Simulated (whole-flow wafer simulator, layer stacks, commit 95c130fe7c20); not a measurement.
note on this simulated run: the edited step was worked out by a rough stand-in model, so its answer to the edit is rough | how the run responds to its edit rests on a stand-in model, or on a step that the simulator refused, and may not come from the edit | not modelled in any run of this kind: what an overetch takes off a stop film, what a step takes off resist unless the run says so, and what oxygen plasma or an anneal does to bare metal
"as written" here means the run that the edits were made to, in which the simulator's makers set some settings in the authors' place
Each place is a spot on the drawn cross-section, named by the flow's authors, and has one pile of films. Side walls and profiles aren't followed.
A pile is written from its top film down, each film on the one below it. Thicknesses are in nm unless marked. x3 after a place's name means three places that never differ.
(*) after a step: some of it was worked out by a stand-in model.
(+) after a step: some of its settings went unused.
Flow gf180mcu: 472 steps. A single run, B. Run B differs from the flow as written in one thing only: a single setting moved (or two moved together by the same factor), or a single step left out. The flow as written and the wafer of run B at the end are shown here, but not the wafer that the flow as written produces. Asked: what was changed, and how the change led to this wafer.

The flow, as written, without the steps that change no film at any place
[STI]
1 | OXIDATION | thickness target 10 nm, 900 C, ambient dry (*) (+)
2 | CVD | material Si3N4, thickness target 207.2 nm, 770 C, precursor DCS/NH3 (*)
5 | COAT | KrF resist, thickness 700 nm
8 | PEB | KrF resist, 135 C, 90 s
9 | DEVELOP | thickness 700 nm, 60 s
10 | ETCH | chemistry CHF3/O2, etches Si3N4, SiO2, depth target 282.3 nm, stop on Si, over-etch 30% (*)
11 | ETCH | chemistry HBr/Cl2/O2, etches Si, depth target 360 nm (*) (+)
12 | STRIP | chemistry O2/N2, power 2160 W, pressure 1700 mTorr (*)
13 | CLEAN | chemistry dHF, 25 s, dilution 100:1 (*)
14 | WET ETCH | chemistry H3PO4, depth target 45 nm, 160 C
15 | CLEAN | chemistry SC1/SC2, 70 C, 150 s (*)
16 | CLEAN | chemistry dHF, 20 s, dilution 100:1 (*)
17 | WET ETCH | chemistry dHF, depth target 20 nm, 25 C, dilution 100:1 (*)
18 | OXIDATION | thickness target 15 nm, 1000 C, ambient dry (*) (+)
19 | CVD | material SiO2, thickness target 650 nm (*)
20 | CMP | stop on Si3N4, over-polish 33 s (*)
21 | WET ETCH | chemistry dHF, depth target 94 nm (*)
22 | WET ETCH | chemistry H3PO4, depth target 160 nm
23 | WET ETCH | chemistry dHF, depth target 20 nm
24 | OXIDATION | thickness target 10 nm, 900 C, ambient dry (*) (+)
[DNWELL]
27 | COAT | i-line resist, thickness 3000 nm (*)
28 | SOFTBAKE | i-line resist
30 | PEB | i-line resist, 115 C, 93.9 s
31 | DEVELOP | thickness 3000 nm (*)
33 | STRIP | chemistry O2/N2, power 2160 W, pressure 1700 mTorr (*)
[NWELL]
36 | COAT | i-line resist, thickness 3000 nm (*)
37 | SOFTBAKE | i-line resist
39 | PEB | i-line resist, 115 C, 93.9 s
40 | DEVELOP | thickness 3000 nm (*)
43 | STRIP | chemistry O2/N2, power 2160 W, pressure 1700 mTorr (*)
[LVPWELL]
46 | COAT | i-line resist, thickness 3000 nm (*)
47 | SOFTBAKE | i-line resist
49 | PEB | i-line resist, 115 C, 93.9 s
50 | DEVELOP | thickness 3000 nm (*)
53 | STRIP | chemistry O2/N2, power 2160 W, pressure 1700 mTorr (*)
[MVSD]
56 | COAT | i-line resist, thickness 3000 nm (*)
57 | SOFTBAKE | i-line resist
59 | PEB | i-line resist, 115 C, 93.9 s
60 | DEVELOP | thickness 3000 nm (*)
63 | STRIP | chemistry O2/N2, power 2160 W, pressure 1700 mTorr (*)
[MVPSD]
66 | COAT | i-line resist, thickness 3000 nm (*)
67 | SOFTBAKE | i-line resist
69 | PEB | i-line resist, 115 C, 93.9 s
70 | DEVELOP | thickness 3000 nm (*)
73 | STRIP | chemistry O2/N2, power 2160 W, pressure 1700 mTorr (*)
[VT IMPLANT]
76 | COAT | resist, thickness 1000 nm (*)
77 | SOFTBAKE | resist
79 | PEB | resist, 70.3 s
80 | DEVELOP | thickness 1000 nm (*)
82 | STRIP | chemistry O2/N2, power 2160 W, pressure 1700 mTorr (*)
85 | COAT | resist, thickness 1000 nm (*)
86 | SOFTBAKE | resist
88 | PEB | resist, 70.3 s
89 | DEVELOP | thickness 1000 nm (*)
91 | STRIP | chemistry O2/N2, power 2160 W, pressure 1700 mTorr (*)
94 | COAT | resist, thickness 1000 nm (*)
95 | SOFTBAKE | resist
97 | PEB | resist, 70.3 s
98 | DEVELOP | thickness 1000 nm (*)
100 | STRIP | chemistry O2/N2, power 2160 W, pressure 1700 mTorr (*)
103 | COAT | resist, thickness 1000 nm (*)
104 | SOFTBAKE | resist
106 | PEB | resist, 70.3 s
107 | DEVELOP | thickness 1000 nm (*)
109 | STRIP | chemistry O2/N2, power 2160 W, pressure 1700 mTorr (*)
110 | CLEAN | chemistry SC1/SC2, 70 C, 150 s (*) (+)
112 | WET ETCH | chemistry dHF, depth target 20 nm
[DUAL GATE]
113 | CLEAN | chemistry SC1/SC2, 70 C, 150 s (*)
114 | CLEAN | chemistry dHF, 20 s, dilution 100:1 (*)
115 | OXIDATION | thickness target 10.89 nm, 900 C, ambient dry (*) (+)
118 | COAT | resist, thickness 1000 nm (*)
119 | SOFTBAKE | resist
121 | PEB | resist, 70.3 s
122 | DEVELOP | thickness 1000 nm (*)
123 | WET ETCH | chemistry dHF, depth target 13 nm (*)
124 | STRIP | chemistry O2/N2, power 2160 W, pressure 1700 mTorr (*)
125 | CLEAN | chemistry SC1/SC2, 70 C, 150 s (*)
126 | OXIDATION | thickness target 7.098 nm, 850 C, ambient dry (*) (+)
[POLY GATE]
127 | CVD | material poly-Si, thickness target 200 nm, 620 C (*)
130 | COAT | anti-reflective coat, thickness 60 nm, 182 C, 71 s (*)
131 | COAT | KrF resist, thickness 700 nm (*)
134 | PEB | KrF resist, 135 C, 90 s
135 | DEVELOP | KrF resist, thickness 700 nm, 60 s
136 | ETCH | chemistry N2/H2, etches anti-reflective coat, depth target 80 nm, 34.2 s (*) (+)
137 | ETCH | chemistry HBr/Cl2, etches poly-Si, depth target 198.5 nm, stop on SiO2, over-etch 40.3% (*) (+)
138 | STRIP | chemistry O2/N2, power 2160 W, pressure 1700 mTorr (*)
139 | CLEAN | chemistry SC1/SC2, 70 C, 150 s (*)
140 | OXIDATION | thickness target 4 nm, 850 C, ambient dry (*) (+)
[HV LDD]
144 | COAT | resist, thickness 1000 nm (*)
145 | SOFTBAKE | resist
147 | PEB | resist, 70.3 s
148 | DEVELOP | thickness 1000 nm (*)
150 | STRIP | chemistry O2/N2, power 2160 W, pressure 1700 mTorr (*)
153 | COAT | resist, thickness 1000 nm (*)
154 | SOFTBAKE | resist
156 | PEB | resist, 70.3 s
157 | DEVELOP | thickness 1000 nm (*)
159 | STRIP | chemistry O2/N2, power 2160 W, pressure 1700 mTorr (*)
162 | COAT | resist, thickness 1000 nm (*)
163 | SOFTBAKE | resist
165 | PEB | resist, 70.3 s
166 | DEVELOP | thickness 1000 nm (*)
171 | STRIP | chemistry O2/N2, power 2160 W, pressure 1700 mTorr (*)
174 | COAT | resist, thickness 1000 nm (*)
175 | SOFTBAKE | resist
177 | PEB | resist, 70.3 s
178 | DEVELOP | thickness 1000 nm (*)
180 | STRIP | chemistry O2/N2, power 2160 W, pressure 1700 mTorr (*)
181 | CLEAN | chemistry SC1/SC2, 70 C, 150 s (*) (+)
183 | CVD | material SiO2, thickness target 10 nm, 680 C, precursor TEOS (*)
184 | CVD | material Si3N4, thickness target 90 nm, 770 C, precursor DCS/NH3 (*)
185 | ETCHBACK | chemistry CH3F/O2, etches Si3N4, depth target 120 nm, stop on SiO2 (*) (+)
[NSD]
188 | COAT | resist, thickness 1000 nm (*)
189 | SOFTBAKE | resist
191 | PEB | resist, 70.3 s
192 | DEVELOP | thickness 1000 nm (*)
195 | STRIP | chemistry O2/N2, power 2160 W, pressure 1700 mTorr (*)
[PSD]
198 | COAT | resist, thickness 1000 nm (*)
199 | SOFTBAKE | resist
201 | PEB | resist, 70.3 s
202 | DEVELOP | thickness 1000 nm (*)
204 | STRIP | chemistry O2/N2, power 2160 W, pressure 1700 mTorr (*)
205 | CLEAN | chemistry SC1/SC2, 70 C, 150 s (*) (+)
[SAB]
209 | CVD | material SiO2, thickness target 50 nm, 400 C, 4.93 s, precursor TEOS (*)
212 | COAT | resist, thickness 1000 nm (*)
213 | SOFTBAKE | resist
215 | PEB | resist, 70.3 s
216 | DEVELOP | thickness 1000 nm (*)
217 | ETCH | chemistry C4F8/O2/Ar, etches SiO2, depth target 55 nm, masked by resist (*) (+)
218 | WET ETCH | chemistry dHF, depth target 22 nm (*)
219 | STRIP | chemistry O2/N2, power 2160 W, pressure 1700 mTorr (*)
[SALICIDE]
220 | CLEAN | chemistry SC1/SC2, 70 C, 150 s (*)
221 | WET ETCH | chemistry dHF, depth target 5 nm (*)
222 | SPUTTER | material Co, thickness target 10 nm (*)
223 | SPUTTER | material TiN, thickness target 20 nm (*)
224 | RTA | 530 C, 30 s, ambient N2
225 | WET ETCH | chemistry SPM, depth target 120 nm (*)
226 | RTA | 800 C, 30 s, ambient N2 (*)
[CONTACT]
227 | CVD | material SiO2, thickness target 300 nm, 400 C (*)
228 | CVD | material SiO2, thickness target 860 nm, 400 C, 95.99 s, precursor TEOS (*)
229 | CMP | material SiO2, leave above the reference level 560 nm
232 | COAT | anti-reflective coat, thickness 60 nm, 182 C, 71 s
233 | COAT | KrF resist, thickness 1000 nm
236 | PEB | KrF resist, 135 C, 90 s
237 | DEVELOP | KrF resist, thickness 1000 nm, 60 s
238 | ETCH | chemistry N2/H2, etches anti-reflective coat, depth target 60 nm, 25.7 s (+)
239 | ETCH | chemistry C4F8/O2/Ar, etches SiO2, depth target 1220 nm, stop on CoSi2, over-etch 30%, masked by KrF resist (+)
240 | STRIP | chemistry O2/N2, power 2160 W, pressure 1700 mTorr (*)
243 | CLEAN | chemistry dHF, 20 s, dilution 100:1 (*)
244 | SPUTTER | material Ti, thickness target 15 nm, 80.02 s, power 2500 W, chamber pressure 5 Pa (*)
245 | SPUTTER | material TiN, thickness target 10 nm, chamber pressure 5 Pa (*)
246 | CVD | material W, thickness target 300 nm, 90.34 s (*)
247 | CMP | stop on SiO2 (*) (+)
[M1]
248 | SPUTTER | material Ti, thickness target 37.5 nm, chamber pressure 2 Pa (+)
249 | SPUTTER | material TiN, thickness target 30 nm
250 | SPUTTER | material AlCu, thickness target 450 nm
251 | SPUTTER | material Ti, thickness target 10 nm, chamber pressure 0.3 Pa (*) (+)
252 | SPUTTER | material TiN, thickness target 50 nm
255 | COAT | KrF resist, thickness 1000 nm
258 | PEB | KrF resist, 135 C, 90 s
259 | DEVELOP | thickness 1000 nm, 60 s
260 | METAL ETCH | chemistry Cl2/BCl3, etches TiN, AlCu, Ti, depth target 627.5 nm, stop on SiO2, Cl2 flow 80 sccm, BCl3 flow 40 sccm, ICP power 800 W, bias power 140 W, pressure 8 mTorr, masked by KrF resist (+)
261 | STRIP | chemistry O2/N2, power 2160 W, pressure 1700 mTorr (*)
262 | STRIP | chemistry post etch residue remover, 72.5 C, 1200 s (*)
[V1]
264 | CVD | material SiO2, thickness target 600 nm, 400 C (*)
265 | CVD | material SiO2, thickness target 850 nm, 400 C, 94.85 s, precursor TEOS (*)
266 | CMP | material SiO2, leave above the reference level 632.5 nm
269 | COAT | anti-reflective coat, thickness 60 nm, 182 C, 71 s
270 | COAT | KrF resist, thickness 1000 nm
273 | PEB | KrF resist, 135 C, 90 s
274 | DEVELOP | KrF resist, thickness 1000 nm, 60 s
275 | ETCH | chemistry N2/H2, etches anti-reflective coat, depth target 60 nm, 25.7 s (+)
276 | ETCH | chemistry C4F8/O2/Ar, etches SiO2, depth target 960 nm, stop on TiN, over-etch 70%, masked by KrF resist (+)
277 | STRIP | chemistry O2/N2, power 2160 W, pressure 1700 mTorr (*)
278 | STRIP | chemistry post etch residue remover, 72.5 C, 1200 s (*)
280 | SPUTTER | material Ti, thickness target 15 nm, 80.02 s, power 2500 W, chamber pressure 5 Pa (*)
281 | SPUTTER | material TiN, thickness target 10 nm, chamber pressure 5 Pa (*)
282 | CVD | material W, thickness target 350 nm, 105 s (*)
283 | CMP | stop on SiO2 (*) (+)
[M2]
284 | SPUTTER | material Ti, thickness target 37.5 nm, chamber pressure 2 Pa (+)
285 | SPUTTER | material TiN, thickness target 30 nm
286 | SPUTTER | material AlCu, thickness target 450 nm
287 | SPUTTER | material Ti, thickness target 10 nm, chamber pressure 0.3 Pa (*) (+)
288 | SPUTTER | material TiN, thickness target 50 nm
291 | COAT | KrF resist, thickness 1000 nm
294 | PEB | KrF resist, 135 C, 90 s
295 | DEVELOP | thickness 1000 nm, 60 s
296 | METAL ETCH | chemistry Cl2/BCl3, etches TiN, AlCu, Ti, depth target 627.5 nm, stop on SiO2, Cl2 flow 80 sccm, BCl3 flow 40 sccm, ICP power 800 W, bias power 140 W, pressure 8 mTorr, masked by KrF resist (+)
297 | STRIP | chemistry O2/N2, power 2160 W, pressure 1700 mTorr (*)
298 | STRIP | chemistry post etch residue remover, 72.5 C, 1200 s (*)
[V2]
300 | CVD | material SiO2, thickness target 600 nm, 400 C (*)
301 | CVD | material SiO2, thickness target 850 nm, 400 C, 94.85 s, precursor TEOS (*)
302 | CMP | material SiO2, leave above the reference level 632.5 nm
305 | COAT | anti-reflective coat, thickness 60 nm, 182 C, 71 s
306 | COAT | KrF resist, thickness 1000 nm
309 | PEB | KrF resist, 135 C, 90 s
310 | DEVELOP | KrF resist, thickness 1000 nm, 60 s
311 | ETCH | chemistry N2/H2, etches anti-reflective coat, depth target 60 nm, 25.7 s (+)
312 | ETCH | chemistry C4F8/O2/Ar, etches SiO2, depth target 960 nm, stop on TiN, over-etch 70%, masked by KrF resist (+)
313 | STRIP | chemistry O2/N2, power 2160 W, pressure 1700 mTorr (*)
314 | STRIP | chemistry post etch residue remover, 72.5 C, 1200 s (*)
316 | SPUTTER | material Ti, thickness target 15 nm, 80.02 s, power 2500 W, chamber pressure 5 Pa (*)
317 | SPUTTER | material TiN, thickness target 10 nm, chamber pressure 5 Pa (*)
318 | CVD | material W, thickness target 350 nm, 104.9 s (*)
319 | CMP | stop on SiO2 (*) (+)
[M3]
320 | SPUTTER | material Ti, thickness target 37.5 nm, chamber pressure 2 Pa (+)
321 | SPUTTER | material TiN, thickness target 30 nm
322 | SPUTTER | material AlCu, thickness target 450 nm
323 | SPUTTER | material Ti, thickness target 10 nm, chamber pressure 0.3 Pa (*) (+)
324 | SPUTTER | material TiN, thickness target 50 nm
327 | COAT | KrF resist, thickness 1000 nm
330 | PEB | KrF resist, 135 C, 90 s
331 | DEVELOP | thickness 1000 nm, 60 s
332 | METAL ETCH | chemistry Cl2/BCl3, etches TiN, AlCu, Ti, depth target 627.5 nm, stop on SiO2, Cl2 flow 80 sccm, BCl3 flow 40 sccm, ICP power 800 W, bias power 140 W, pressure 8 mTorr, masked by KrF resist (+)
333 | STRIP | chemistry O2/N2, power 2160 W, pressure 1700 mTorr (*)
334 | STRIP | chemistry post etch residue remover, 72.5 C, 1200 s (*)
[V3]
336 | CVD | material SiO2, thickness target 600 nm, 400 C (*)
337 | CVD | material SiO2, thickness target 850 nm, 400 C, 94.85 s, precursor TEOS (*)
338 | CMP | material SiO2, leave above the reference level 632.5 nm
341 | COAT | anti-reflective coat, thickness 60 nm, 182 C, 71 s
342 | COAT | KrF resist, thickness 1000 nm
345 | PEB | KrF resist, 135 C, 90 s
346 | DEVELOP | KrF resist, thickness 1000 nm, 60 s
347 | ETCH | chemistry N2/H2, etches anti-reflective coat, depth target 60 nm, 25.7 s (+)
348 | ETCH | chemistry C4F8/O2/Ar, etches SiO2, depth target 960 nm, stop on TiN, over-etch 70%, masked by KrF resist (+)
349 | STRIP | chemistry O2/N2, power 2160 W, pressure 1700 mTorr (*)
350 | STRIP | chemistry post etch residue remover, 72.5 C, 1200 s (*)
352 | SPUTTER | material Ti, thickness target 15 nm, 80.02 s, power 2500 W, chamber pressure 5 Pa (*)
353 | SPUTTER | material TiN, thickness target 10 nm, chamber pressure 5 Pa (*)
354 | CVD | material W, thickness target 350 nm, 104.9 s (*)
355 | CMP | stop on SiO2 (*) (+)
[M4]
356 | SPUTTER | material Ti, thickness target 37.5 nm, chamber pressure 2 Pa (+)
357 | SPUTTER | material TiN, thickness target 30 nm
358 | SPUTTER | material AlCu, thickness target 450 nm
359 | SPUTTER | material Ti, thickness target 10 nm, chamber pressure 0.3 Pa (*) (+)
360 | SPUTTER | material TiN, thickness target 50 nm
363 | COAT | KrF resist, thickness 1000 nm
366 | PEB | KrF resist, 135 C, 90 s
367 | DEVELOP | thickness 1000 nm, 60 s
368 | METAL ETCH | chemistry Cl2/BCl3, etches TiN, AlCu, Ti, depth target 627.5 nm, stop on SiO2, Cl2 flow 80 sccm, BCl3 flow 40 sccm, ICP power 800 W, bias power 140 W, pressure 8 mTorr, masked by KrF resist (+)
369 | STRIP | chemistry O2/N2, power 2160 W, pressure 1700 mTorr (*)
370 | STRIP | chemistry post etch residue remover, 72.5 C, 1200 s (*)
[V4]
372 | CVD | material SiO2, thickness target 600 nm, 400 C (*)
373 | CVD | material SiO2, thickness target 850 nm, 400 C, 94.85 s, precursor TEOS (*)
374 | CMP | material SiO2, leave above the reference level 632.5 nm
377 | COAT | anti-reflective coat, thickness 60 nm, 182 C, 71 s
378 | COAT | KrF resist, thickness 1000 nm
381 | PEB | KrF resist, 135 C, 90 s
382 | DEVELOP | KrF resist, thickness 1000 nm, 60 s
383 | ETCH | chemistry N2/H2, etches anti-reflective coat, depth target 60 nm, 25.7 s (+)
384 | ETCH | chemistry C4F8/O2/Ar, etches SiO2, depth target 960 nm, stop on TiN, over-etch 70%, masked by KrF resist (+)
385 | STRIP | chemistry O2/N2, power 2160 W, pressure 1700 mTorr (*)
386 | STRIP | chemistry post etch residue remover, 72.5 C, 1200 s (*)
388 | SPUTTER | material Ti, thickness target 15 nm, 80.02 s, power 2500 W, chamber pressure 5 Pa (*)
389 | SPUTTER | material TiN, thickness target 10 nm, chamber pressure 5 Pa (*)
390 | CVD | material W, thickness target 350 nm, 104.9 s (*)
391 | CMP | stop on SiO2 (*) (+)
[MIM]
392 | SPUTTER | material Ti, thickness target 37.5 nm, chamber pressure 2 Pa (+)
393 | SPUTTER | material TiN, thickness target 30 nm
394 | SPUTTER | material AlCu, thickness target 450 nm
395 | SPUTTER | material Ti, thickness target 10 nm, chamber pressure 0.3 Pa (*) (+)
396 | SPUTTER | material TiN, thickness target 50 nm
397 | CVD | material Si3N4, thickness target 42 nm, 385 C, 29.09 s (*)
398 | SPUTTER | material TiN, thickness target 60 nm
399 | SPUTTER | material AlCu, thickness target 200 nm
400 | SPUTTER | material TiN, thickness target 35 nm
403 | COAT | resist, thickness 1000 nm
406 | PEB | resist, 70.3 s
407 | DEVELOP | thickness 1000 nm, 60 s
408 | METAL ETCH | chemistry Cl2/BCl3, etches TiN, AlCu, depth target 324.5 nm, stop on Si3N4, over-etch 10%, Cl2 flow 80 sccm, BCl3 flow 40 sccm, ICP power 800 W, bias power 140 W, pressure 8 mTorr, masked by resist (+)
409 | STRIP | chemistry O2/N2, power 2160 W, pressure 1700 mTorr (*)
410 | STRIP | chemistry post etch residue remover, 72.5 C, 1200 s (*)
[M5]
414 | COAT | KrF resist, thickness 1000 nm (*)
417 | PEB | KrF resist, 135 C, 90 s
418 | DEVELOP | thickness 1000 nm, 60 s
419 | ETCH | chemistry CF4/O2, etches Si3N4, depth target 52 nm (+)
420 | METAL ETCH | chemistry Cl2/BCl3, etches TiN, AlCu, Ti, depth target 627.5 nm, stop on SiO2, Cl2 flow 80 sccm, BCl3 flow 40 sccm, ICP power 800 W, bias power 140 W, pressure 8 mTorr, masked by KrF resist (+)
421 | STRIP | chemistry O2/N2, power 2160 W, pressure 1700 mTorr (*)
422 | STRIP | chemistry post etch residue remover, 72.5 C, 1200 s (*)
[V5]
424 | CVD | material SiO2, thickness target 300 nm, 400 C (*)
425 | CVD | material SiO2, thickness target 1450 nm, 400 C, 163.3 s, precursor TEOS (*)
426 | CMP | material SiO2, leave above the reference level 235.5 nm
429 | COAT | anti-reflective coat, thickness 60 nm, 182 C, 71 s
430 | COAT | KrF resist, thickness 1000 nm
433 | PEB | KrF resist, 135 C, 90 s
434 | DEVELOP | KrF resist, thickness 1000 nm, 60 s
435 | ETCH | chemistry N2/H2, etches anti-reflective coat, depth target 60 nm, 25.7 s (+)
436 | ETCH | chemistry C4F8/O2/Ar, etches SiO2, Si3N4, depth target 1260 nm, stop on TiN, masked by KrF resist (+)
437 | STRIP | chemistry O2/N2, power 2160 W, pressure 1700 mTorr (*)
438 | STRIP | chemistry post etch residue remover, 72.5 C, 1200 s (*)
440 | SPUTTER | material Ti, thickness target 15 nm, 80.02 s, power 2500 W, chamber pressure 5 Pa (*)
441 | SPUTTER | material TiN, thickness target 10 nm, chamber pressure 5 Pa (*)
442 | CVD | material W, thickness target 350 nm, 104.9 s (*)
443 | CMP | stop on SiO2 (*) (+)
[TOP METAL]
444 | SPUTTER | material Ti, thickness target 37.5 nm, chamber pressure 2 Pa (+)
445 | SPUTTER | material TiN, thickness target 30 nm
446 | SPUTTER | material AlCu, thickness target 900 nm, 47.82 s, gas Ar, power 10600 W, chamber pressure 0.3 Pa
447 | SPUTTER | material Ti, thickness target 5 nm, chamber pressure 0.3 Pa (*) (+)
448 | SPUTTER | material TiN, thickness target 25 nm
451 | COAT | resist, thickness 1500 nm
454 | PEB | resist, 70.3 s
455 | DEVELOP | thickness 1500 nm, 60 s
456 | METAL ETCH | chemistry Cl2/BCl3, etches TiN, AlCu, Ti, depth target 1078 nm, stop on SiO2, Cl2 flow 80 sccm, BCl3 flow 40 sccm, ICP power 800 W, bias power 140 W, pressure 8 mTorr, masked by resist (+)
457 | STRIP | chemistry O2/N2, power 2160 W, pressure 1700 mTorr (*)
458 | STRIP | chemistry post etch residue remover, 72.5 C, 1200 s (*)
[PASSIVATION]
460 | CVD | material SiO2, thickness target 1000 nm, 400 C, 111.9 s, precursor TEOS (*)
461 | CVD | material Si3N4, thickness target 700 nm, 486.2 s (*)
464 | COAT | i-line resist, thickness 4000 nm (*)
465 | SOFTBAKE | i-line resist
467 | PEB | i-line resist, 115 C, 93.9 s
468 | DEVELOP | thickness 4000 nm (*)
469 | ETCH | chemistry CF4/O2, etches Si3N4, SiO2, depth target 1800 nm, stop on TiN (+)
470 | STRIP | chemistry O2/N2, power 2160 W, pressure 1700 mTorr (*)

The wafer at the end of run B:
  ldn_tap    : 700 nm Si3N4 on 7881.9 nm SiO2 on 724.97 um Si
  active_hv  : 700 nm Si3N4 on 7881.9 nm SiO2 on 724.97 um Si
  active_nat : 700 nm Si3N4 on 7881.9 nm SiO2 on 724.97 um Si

The reason: step 115, OXIDATION: 1012 C was run, while the flow as written has 900 C.

How this came from the change, step by step:
  115 | OXIDATION | thickness target 10.89 nm, 900 C, ambient dry (*) (+)
      active, n_well, p_well and 40 more: SiO2 gains 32 (new film), Si loses 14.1 (it would be, as written: SiO2 gains 10.9 (new film), Si loses 4.79)
      sti, mim_1p0, pad and 19 more: SiO2 gains 4.93, Si loses 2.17 (it would be, as written: SiO2 gains 1.22, Si loses 0.54)
      (also at 27 further places)
  119 | SOFTBAKE | resist
      gate_p_hv: resist gains 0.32 (it would be, as written: resist gains 0.83)
  123 | WET ETCH | chemistry dHF, depth target 13 nm (*)
      active, n_well, p_well and 12 more: SiO2 loses 13 (it would be, as written: SiO2 loses 10.9 (all of it))
  124 | STRIP | chemistry O2/N2, power 2160 W, pressure 1700 mTorr (*)
      active, n_well, p_well and 12 more: nothing (it would be, as written: chemical SiO2 gains 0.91 (new film), Si loses 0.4)
  126 | OXIDATION | thickness target 7.098 nm, 850 C, ambient dry (*) (+)
      active, n_well, p_well and 12 more: SiO2 gains 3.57, Si loses 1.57 (it would be, as written: SiO2 gains 7.1 (new film), chemical SiO2 loses 0.76 (all of it), Si loses 2.79)
      gate_hv, active_hv, active_nat and 25 more: SiO2 gains 2.91, Si loses 1.28 (it would be, as written: SiO2 gains 3.72, Si loses 1.64)
  130 | COAT | anti-reflective coat, thickness 60 nm, 182 C, 71 s (*)
      p_well, spacer, sd_n: anti-reflective coat gains 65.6 (new film) (it would be, as written: anti-reflective coat gains 70.9 (new film))
      ldn_ch, ldp_ch: anti-reflective coat gains 63.5 (new film) (it would be, as written: anti-reflective coat gains 66.7 (new film))
      (also at 66 further places)
  136 | ETCH | chemistry N2/H2, etches anti-reflective coat, depth target 80 nm, 34.2 s (*) (+)
      p_well, spacer, sd_n: anti-reflective coat loses 65.6 (all of it), poly-Si loses 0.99 (it would be, as written: anti-reflective coat loses 70.9 (all of it), poly-Si loses 0.85)
      ldn_dft, ldp_dft: anti-reflective coat loses 53.5 (all of it), poly-Si loses 1.3 (it would be, as written: anti-reflective coat loses 48.7 (all of it), poly-Si loses 1.42)
      (also at 46 further places)
  138 | STRIP | chemistry O2/N2, power 2160 W, pressure 1700 mTorr (*)
      gate: chemical SiO2 gains 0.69 (new film), KrF resist loses 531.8 (all of it), anti-reflective coat loses 63.4 (all of it), poly-Si loses 0.3 (it would be, as written: chemical SiO2 gains 0.68 (new film), KrF resist loses 531.7 (all of it), anti-reflective coat loses 65.5 (all of it), poly-Si loses 0.3)
      gate_hv: chemical SiO2 gains 0.69 (new film), KrF resist loses 525.9 (all of it), anti-reflective coat loses 59.6 (all of it), poly-Si loses 0.3 (it would be, as written: chemical SiO2 gains 0.68 (new film), KrF resist loses 528.4 (all of it), anti-reflective coat loses 61 (all of it), poly-Si loses 0.3)
      (also at 18 further places)
  145 | SOFTBAKE | resist
      nw_enc_fld_lv__w3: resist loses 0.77 (it would be, as written: resist gains 2.63)
      gate_p_hv: resist loses 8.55 (it would be, as written: resist loses 7.98)
  154 | SOFTBAKE | resist
      nw_enc_fld_lv__w3: resist loses 0.77 (it would be, as written: resist gains 2.63)
      gate_p_hv: resist loses 8.55 (it would be, as written: resist loses 7.98)
  163 | SOFTBAKE | resist
      nw_enc_fld_lv__w3: resist loses 0.77 (it would be, as written: resist gains 2.63)
      gate_p_hv: resist loses 8.55 (it would be, as written: resist loses 7.98)
  175 | SOFTBAKE | resist
      nw_enc_fld_lv__w3: resist loses 0.77 (it would be, as written: resist gains 2.63)
      gate_p_hv: resist loses 8.55 (it would be, as written: resist loses 7.98)
  189 | SOFTBAKE | resist
      active_hv: resist loses 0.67 (it would be, as written: resist gains 2.68)
      gate_p_hv: resist loses 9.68 (it would be, as written: resist loses 9.14)
  199 | SOFTBAKE | resist
      active_hv: resist loses 0.67 (it would be, as written: resist gains 2.68)
      gate_p_hv: resist loses 9.68 (it would be, as written: resist loses 9.14)
  213 | SOFTBAKE | resist
      gate_p_hv: resist loses 9.88 (it would be, as written: resist loses 9.34)
  218 | WET ETCH | chemistry dHF, depth target 22 nm (*)
      ldn_tap, ldn_src, ldn_drn, ldp_tap, ldp_src, ldp_drn, ldp_gr: SiO2 loses 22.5 (it would be, as written: SiO2 loses 16 (all of it))
      active, sd_n, iso_ntap_nw: SiO2 loses 22.6 (it would be, as written: SiO2 loses 9.01 (all of it))
      (also at 13 further places)
  ... 7 other steps ...
  229 | CMP | material SiO2, leave above the reference level 560 nm
      gate_hv, gate_nat, ld_gate_n and 11 more: SiO2 loses 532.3 (it would be, as written: SiO2 loses 514.3)
      ldn_sep__w1, ldn_sep__w2, ldn_dft and 8 more: SiO2 loses 319.8 (it would be, as written: SiO2 loses 311)
      (also at 65 further places)
With metal films that touch counted as one body, ldn_tap has 0 bodies; the flow as written gives 1 body.
With metal films that touch counted as one body, active_hv has 0 bodies; the flow as written gives 1 body.
With metal films that touch counted as one body, active_nat has 0 bodies; the flow as written gives 1 body.
